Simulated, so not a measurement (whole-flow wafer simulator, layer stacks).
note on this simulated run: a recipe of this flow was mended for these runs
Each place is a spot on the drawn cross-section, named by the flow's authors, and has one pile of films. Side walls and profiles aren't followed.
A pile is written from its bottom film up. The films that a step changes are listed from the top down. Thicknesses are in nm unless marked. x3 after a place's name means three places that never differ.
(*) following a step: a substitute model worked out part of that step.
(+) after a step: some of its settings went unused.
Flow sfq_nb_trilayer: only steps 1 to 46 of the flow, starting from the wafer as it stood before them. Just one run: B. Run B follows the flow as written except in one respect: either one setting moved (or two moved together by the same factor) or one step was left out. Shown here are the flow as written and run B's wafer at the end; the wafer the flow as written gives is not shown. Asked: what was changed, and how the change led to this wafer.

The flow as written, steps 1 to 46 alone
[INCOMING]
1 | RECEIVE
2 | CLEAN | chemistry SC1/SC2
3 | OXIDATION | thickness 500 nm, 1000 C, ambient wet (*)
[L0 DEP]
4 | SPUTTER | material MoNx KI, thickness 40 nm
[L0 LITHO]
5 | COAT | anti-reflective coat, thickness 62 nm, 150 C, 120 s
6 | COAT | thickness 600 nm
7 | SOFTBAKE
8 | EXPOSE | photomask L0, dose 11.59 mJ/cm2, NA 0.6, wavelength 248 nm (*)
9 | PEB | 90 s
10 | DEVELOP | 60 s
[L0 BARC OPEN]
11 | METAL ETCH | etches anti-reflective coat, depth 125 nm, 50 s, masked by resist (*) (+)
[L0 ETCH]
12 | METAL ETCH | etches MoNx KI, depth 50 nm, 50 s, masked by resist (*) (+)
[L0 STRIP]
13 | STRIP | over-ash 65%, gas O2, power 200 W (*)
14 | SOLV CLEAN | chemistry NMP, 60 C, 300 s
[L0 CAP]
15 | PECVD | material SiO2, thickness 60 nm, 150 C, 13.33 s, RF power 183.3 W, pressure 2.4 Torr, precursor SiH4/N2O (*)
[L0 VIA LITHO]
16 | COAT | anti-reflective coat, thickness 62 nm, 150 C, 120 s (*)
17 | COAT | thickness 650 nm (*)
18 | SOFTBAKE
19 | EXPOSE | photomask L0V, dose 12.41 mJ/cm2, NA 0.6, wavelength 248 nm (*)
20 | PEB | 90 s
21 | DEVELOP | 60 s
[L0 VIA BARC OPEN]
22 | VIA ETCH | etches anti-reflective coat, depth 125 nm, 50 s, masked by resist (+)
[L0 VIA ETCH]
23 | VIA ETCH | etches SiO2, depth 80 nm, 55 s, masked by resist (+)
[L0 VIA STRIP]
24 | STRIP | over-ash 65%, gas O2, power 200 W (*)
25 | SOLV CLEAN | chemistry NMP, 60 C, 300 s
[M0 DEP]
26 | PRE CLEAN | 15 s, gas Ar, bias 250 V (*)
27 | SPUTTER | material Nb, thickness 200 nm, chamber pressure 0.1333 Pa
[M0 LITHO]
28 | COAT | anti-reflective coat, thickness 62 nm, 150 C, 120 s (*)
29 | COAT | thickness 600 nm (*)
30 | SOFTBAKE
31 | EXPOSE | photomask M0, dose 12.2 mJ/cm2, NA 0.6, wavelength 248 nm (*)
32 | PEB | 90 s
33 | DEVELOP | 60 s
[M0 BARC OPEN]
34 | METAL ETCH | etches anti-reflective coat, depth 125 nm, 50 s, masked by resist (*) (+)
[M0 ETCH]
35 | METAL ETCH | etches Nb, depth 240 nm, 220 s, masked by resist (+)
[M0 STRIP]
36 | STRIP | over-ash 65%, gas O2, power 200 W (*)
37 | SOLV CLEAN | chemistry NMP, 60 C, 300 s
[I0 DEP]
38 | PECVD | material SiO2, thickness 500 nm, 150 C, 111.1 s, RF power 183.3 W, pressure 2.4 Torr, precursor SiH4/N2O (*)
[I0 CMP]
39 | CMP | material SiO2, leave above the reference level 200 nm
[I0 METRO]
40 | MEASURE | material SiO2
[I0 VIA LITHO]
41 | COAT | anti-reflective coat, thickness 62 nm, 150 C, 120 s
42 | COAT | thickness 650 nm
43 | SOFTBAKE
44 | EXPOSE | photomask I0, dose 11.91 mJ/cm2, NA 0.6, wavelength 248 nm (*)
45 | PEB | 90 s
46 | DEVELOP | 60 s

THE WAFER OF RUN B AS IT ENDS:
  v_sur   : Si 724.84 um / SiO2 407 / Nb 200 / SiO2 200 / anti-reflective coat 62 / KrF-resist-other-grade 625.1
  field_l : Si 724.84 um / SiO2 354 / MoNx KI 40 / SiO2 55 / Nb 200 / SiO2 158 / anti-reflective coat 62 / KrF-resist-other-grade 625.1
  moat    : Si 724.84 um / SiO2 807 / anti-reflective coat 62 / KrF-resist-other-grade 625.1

What caused this: step 3, OXIDATION: thickness 354 nm was run, whereas the flow has thickness 500 nm.
The wafer itself shows it: field_l has SiO2 354, and step 3 as written asks for 500 nm.

The path from the change to this, step by step:
  3 | OXIDATION | thickness 500 nm, 1000 C, ambient wet (*)
      field_l, v_sur, via_wl and 103 more: SiO2 gains 354 (new film), chemical SiO2 loses 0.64 (all of it), Si loses 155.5 (it would be, as written: SiO2 gains 500 (new film), chemical SiO2 loses 0.64 (all of it), Si loses 219.7)
